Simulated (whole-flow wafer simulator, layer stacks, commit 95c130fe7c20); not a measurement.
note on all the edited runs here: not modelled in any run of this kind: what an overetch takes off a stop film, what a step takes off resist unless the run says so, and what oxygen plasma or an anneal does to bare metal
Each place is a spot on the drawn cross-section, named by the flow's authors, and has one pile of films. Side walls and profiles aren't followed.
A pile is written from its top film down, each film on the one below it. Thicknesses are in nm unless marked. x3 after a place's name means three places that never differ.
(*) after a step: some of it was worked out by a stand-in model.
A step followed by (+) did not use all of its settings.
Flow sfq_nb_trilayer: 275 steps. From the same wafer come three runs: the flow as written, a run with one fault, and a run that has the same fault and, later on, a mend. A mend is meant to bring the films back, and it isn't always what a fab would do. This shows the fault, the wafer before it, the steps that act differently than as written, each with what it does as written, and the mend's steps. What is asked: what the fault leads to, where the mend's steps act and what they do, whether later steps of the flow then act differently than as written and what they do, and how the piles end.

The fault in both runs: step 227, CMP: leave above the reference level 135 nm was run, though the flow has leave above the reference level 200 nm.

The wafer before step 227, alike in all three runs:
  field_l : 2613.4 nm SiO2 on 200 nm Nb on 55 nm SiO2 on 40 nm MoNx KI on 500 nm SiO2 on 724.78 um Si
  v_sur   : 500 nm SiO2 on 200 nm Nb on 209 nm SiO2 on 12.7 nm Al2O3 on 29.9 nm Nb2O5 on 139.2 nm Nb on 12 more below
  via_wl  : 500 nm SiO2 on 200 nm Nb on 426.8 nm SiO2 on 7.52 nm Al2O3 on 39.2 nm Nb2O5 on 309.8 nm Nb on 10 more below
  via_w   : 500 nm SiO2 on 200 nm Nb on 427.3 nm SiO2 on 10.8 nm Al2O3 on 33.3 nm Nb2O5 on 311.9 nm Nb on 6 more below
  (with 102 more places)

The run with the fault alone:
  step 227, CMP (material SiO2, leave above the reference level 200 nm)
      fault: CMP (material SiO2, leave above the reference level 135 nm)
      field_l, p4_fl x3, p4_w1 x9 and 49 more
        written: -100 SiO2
        fault: -165 SiO2
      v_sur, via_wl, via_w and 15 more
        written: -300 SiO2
        fault: -365 SiO2
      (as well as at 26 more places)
  Later steps of the flow acting differently than as written (4 other steps are not shown; they differ only slightly, by no more than 2% or 0.5 nm, whichever is larger):
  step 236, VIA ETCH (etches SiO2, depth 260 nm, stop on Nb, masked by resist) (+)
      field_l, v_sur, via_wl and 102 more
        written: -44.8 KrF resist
        fault: -34.9 KrF resist
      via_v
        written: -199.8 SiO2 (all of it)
        fault: -134.8 SiO2 (all of it)
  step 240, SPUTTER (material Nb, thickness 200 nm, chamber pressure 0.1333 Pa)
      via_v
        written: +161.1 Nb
        fault: +176.9 Nb
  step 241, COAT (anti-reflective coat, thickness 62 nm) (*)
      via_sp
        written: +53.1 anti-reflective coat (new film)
        fault: +54.3 anti-reflective coat (new film)
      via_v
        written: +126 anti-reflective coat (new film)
        fault: +110.5 anti-reflective coat (new film)
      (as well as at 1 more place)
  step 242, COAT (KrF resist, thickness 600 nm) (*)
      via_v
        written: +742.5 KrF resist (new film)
        fault: +688 KrF resist (new film)
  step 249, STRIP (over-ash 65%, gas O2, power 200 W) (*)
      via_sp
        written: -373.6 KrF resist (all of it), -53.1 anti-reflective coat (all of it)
        fault: -378.2 KrF resist (all of it), -54.3 anti-reflective coat (all of it)
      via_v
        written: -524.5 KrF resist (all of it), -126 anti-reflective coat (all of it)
        fault: -470.1 KrF resist (all of it), -110.5 anti-reflective coat (all of it)
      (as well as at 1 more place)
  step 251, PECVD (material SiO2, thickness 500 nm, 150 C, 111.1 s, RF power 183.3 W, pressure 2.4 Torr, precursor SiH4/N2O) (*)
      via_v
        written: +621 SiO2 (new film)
        fault: +514.1 SiO2 (new film)
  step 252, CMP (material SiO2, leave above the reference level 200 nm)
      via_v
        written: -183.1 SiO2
        fault: -157.1 SiO2
  The piles end different from the flow's at field_l, v_sur, via_wl and 102 more by more than 2% or 0.5 nm, whichever is larger.
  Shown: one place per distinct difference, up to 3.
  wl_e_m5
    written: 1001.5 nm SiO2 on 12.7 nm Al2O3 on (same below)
    fault: 936.5 nm SiO2 on 12.7 nm Al2O3 on (same below)
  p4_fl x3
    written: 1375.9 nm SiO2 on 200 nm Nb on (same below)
    fault: 1310.9 nm SiO2 on 200 nm Nb on (same below)
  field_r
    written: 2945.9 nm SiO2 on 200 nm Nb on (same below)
    fault: 2880.9 nm SiO2 on 200 nm Nb on (same below)

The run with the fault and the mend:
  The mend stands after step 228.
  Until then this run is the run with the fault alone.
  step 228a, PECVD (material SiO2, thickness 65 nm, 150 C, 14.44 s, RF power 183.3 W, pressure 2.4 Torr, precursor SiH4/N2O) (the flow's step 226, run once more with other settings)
      field_l, v_sur, via_wl and 103 more
        +65 SiO2
  Later steps of the flow that are run all act as written at every place that is followed, up to a difference of at most 2% or 0.5 nm, whichever is larger.
  By the end, the piles equal the flow's at every place that both follow.
